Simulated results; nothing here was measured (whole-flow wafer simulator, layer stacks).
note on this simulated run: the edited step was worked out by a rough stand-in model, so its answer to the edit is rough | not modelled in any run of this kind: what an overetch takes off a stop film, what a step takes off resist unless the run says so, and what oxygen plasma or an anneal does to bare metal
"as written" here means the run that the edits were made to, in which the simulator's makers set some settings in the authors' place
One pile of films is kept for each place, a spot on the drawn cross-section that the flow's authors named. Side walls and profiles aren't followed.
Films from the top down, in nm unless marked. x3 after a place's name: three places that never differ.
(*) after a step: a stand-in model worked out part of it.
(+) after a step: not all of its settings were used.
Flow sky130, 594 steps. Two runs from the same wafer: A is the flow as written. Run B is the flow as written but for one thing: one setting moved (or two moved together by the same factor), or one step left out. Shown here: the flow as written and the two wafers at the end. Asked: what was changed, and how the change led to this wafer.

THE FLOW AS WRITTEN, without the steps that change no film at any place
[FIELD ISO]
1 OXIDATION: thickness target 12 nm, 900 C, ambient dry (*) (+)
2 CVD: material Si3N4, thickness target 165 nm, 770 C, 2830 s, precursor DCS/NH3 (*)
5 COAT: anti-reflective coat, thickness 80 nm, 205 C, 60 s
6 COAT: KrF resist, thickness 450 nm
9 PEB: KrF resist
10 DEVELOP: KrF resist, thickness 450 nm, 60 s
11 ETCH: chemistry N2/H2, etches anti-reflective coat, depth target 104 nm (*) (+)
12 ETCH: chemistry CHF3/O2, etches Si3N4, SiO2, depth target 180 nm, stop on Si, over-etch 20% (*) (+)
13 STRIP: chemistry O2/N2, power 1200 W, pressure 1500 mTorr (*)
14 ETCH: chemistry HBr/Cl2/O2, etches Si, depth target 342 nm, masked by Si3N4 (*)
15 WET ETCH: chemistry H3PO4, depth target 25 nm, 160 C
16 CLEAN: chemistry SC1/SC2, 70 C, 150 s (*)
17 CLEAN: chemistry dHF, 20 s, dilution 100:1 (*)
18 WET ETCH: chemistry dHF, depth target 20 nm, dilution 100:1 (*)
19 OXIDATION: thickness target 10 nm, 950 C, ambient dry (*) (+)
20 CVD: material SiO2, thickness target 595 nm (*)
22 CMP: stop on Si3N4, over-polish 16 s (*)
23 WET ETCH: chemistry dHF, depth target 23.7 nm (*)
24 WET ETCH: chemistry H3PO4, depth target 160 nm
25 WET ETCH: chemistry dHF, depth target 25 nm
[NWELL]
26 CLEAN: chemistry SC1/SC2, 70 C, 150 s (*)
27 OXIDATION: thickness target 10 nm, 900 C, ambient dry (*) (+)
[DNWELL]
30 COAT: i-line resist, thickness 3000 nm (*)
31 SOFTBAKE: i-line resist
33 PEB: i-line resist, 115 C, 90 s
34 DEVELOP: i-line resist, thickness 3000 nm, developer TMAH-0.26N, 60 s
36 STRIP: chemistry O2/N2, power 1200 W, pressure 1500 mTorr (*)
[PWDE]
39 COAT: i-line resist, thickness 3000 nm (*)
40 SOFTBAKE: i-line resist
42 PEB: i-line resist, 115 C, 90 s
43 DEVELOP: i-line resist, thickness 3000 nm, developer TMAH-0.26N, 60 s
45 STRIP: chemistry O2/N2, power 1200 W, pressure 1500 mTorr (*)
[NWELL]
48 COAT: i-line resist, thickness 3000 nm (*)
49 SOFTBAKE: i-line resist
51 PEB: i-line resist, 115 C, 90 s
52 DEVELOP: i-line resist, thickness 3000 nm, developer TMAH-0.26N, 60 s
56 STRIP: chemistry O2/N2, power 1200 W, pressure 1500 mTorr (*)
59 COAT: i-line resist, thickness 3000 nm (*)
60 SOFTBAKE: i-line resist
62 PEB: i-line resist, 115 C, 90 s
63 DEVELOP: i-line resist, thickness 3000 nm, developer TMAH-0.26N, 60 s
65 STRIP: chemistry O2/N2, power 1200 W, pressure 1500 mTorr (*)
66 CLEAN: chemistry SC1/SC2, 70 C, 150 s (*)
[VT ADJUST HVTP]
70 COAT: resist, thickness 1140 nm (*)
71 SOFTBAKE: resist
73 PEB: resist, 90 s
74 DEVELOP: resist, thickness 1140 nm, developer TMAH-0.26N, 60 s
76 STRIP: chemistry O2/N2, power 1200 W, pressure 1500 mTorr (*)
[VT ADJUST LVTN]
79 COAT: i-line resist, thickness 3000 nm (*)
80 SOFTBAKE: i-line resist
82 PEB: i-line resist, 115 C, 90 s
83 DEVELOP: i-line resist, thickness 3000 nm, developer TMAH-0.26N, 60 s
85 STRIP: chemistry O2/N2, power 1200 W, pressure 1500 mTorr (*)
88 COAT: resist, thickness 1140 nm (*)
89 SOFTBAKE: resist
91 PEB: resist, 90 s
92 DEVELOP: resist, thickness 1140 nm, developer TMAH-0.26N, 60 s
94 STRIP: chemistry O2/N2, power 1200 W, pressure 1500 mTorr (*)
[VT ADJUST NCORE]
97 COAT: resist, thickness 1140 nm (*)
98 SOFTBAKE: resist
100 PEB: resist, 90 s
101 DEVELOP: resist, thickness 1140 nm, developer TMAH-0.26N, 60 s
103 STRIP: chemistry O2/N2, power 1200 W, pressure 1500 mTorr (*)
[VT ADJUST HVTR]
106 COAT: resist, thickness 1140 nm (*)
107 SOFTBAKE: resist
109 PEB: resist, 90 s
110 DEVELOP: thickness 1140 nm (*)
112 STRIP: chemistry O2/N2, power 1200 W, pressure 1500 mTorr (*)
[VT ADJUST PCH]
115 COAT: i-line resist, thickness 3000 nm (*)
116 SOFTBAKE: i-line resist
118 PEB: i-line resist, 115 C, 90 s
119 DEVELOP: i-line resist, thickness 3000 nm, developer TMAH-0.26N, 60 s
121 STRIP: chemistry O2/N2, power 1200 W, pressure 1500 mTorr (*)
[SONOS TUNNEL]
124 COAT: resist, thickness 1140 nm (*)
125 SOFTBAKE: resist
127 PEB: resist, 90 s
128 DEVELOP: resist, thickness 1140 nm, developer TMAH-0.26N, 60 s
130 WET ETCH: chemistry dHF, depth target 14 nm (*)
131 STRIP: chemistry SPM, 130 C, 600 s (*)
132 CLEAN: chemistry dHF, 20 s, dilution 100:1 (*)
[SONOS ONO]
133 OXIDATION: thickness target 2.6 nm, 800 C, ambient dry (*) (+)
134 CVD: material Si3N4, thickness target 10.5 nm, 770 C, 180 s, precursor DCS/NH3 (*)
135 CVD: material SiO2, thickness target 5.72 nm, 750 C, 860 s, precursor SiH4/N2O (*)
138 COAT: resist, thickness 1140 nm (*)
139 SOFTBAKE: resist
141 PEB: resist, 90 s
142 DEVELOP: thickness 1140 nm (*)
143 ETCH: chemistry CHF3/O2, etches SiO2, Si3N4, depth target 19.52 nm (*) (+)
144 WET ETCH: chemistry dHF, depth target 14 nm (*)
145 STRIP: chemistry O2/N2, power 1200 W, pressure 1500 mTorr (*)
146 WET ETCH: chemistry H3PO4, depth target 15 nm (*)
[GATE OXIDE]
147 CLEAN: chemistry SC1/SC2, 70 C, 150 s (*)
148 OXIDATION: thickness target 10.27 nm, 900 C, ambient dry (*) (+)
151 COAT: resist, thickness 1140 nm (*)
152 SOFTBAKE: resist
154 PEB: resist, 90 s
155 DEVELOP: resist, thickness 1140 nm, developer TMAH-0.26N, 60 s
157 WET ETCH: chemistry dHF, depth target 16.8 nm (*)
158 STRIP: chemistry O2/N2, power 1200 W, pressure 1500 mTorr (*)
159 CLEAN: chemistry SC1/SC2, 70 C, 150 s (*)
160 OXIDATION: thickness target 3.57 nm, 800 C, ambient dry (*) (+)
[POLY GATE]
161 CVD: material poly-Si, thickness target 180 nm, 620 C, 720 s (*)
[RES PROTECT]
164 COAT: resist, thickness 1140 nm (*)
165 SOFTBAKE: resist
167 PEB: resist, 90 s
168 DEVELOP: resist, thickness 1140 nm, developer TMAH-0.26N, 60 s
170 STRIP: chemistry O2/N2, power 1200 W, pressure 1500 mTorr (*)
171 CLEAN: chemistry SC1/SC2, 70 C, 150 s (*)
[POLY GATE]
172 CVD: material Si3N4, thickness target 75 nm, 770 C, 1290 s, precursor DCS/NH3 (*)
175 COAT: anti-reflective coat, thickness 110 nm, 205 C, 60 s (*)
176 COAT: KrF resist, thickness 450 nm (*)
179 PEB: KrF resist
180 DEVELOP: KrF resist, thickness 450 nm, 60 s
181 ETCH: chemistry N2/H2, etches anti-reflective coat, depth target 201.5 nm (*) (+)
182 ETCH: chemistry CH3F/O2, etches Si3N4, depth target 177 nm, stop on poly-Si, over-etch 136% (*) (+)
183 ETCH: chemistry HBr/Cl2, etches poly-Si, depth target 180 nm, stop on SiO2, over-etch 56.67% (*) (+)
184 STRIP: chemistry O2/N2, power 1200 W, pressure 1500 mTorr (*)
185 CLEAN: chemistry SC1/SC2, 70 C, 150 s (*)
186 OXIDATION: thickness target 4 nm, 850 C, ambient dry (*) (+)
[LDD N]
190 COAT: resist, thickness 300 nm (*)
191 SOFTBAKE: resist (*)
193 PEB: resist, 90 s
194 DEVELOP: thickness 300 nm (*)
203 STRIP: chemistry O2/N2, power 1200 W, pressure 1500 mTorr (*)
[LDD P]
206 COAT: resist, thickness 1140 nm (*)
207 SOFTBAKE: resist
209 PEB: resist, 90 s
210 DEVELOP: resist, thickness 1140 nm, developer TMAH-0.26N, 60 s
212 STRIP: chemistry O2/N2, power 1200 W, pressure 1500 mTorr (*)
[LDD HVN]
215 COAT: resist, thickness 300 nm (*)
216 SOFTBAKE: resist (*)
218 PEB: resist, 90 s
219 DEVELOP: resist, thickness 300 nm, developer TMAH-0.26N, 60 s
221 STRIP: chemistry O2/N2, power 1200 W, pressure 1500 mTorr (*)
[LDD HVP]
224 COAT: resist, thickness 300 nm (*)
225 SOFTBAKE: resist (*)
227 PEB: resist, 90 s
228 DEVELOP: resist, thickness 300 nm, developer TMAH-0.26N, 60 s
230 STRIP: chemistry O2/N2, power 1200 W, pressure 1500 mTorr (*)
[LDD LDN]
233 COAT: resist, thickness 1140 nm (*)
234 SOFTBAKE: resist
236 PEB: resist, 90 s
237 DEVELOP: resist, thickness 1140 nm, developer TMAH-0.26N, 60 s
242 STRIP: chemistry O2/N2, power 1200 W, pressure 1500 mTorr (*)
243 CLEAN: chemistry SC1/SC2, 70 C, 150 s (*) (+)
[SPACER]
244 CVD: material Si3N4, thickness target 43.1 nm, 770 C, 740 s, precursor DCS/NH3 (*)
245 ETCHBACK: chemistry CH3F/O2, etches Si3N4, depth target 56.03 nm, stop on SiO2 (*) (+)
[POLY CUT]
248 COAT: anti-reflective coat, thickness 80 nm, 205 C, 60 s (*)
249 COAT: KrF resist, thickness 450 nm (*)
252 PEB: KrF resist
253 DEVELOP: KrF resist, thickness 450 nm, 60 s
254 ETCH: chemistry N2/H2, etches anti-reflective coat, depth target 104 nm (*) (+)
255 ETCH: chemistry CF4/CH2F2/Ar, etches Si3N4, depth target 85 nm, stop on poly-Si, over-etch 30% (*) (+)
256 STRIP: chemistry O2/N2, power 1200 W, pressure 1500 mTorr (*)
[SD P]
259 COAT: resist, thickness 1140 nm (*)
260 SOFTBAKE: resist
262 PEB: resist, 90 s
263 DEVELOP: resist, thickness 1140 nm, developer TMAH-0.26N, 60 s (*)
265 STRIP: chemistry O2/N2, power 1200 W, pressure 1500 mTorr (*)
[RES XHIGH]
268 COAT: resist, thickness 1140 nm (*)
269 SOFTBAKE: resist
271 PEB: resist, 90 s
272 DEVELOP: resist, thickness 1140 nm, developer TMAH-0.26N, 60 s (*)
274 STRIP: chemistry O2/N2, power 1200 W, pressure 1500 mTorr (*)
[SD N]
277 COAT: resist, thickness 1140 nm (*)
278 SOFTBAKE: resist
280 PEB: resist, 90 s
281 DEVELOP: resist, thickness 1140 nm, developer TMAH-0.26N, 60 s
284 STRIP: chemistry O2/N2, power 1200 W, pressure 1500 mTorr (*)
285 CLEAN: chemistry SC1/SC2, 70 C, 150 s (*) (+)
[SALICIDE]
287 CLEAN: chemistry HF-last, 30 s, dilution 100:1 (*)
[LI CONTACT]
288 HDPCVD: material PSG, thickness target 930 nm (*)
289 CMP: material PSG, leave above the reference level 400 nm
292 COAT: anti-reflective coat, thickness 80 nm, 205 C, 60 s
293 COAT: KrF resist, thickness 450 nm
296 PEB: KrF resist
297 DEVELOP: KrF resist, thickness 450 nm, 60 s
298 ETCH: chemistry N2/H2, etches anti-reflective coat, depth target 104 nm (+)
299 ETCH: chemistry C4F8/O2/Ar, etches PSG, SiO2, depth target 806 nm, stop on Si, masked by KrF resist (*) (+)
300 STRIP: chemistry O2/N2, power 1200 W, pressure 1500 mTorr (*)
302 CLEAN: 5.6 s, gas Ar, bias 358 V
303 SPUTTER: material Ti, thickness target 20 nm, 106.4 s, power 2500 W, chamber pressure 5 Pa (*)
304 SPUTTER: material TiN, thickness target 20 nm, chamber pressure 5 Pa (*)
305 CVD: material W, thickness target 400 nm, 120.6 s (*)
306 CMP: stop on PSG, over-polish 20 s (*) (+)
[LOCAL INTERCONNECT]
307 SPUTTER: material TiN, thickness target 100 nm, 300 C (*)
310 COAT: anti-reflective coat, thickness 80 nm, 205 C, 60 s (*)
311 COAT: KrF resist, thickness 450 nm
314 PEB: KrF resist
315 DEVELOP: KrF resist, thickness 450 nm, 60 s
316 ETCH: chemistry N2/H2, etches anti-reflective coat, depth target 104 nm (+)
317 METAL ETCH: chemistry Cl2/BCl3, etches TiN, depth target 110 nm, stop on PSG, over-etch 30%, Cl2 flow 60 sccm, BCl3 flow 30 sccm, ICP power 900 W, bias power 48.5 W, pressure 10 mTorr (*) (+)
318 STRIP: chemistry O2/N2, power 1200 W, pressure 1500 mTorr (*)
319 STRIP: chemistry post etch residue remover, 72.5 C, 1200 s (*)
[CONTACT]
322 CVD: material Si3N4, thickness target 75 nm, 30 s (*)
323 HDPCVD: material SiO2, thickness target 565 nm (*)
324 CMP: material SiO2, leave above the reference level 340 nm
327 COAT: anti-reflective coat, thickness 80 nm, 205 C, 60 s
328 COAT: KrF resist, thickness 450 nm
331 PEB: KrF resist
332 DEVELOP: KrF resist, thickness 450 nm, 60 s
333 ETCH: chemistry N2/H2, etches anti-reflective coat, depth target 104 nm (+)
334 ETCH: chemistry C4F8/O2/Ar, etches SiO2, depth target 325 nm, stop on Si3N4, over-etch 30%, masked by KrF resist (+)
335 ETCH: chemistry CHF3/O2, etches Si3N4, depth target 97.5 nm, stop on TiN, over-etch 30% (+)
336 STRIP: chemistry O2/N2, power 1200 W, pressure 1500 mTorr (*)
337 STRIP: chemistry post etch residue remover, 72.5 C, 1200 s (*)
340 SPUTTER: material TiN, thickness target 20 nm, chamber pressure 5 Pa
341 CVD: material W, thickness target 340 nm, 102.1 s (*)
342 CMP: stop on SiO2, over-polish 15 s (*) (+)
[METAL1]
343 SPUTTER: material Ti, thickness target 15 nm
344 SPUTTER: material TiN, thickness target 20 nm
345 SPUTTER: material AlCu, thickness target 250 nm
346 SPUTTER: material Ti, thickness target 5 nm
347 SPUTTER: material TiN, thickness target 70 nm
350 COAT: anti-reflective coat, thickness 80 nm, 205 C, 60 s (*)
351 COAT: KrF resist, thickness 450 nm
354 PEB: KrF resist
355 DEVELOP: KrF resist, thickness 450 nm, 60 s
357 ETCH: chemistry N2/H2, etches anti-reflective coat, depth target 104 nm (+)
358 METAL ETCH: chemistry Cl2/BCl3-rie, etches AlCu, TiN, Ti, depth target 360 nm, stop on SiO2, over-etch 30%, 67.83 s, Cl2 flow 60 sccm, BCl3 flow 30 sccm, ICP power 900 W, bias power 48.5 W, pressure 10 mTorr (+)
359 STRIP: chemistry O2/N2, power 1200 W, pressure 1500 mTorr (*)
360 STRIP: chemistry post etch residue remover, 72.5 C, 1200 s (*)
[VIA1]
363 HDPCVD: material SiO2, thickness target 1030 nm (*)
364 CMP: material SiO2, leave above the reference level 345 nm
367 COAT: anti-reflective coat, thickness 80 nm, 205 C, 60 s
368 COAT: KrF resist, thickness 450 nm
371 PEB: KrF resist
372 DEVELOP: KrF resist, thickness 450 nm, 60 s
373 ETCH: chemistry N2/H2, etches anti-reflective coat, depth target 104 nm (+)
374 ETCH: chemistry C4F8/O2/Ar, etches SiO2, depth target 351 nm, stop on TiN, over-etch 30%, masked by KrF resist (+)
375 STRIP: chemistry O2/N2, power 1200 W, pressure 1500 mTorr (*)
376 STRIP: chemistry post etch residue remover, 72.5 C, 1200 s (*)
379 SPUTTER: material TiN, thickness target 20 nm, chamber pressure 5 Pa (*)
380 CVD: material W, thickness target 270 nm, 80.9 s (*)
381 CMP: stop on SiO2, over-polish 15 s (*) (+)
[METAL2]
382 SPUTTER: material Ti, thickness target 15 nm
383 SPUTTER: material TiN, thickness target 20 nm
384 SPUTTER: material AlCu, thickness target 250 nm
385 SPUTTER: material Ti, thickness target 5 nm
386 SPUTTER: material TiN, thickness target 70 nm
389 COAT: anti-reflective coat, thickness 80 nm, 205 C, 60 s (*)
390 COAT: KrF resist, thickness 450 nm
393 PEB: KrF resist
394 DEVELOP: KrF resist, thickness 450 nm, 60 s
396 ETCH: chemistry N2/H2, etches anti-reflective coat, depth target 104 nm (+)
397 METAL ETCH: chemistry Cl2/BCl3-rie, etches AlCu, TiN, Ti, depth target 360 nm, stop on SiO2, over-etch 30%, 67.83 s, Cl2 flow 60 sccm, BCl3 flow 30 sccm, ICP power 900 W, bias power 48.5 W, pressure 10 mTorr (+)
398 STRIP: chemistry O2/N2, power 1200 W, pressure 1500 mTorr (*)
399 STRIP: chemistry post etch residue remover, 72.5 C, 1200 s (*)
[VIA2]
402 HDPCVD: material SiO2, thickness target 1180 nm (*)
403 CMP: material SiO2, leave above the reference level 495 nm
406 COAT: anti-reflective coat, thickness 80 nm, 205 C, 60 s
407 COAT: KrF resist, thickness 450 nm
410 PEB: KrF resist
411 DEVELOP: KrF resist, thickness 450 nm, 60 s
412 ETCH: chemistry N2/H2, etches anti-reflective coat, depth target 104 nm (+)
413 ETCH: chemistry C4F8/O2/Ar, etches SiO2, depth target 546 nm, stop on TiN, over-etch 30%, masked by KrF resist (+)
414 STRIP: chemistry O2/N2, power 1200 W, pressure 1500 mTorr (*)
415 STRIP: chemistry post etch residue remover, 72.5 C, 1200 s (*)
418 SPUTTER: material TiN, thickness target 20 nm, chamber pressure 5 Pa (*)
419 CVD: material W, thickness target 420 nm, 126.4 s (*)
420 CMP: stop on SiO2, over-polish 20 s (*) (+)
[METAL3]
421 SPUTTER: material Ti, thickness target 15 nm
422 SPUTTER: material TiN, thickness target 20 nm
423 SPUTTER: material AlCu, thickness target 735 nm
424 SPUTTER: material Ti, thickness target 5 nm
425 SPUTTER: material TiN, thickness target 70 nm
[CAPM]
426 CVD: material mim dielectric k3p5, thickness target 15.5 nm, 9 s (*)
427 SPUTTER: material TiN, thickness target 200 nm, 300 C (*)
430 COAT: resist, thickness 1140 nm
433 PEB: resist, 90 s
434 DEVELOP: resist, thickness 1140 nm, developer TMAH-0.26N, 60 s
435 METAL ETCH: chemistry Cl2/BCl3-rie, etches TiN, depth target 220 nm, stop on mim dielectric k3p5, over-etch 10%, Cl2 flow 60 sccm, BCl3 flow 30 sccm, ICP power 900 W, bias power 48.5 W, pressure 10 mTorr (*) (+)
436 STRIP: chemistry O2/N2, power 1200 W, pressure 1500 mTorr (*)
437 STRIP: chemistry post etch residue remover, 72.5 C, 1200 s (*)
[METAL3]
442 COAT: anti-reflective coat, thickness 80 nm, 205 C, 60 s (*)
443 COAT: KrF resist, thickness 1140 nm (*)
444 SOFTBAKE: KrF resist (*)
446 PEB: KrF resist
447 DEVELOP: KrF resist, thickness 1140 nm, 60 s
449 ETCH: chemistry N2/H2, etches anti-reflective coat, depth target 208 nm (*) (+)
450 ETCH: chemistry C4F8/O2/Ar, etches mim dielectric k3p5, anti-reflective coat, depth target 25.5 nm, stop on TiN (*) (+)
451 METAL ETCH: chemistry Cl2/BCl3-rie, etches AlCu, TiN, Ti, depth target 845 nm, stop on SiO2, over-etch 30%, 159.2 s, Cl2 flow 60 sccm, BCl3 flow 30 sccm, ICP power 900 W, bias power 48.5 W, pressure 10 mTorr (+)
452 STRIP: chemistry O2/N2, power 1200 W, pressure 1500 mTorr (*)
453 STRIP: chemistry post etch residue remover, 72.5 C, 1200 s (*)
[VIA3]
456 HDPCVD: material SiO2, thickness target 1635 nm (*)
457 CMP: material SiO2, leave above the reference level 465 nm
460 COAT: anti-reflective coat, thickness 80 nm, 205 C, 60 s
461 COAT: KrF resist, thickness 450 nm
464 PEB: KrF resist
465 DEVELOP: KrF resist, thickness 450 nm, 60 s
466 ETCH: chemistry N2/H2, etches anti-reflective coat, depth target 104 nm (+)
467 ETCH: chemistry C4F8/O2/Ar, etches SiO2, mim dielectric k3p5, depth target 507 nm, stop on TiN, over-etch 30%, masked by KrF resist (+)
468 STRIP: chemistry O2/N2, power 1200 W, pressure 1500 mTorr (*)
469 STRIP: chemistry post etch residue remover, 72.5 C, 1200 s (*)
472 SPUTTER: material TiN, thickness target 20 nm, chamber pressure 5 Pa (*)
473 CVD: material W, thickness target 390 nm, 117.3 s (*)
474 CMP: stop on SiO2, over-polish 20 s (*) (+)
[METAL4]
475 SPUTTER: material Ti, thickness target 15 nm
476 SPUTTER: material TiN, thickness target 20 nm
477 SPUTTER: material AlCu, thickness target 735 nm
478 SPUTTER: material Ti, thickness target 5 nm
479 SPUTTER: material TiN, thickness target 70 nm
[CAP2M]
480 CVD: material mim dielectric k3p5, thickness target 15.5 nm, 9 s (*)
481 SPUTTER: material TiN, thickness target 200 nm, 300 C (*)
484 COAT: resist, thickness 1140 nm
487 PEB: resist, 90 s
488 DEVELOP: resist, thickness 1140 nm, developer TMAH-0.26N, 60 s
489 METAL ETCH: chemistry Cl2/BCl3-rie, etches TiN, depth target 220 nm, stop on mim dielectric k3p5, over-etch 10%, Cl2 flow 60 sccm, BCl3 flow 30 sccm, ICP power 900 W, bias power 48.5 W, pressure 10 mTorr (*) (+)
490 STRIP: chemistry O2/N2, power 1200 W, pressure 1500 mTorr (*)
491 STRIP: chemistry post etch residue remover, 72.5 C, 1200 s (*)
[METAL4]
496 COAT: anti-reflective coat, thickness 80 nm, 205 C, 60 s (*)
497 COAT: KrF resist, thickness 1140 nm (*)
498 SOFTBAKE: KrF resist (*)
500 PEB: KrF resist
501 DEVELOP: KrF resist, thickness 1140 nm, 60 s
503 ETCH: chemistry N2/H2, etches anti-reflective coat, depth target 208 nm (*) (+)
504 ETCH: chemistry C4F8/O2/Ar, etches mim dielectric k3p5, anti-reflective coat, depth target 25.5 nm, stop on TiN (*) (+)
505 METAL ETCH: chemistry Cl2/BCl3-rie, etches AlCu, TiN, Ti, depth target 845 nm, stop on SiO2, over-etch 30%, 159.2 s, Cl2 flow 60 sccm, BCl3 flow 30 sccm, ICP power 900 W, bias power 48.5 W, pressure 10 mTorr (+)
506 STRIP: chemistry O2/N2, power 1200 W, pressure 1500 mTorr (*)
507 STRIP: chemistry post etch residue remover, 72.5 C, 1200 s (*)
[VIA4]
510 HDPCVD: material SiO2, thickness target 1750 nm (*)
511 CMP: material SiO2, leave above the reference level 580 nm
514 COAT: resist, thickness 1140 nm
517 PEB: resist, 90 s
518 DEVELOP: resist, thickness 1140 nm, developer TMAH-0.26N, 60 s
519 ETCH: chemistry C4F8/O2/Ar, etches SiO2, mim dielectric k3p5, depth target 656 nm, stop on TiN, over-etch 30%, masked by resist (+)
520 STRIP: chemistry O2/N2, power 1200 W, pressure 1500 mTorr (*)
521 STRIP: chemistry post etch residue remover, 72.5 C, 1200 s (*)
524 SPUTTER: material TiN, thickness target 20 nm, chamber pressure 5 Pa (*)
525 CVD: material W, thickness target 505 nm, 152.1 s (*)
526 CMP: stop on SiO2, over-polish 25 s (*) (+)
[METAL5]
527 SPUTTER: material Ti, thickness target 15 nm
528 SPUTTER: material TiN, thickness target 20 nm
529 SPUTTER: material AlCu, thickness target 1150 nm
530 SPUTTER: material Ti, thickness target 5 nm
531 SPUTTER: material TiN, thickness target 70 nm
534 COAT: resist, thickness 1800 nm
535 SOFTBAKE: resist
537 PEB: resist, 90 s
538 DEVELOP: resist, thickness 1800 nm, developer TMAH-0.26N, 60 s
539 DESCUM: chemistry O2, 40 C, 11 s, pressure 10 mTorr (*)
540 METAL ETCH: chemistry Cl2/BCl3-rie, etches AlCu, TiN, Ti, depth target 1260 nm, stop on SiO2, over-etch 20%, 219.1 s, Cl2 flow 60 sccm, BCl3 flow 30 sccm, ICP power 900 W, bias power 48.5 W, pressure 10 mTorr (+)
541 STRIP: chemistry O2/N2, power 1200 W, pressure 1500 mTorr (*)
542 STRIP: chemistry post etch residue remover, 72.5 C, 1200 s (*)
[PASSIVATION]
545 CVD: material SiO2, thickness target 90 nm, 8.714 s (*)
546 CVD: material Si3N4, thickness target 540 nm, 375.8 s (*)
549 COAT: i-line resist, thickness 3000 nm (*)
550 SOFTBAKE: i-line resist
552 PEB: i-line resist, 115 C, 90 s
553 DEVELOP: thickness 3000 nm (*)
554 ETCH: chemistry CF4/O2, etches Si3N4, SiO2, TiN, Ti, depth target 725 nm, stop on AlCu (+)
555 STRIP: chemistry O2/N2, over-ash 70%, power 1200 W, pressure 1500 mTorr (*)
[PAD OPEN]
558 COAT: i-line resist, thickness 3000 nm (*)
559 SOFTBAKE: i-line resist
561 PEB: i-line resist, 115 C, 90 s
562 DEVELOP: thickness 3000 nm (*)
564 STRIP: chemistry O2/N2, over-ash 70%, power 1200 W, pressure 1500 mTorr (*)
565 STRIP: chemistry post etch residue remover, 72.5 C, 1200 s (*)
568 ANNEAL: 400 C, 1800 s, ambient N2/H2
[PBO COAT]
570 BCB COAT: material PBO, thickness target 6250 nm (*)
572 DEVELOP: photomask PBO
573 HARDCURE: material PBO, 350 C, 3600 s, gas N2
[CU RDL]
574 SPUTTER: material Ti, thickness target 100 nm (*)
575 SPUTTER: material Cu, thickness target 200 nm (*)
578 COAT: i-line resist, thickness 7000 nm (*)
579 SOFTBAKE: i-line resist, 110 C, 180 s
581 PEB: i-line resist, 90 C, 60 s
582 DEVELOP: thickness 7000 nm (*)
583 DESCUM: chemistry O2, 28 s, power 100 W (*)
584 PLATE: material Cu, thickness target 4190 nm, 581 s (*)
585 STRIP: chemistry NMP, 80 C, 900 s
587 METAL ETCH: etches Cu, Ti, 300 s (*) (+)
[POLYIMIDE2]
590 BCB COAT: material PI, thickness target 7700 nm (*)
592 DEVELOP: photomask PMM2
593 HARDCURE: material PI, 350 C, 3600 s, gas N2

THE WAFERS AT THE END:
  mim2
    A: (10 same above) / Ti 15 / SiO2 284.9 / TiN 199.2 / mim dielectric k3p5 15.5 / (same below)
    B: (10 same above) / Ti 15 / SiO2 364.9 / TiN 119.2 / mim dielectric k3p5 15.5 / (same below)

The cause: step 481, SPUTTER: thickness target 120 nm was run, where the flow has thickness target 200 nm.

How the change led to this, step by step:
  481 SPUTTER: material TiN, thickness target 200 nm, 300 C (*)
      field, active, n_well and 189 more: A TiN +200 (new film) | B TiN +120 (new film)
  489 METAL ETCH: chemistry Cl2/BCl3-rie, etches TiN, depth target 220 nm, stop on mim dielectric k3p5, over-etch 10%, Cl2 flow 60 sccm, BCl3 flow 30 sccm, ICP power 900 W, bias power 48.5 W, pressure 10 mTorr (*) (+)
      field, active, n_well and 188 more: A TiN -200 (all of it) | B TiN -120 (all of it)
      mim2: A resist -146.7 | B resist -88
  490 STRIP: chemistry O2/N2, power 1200 W, pressure 1500 mTorr (*)
      mim2: A resist -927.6 (all of it) | B resist -986.2 (all of it)
  496 COAT: anti-reflective coat, thickness 80 nm, 205 C, 60 s (*)
      iso_guard__w2: A anti-reflective coat +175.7 (new film) | B anti-reflective coat +124.7 (new film)
      mim2: A anti-reflective coat +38 (new film) | B anti-reflective coat +28.7 (new film)
  497 COAT: KrF resist, thickness 1140 nm (*)
      iso_guard__w2: A KrF resist +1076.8 (new film) | B KrF resist +1111.1 (new film)
      mim2: A KrF resist +1021 (new film) | B KrF resist +1089.8 (new film)
  506 STRIP: chemistry O2/N2, power 1200 W, pressure 1500 mTorr (*)
      iso_guard__w2: A KrF resist -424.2 (all of it), anti-reflective coat -175.7 (all of it) | B KrF resist -458.2 (all of it), anti-reflective coat -124.7 (all of it)
      mim2: A KrF resist -368.7 (all of it), anti-reflective coat -38 (all of it) | B KrF resist -437 (all of it), anti-reflective coat -28.7 (all of it)
  511 CMP: material SiO2, leave above the reference level 580 nm
      mim2: A SiO2 -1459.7 | B SiO2 -1379.7
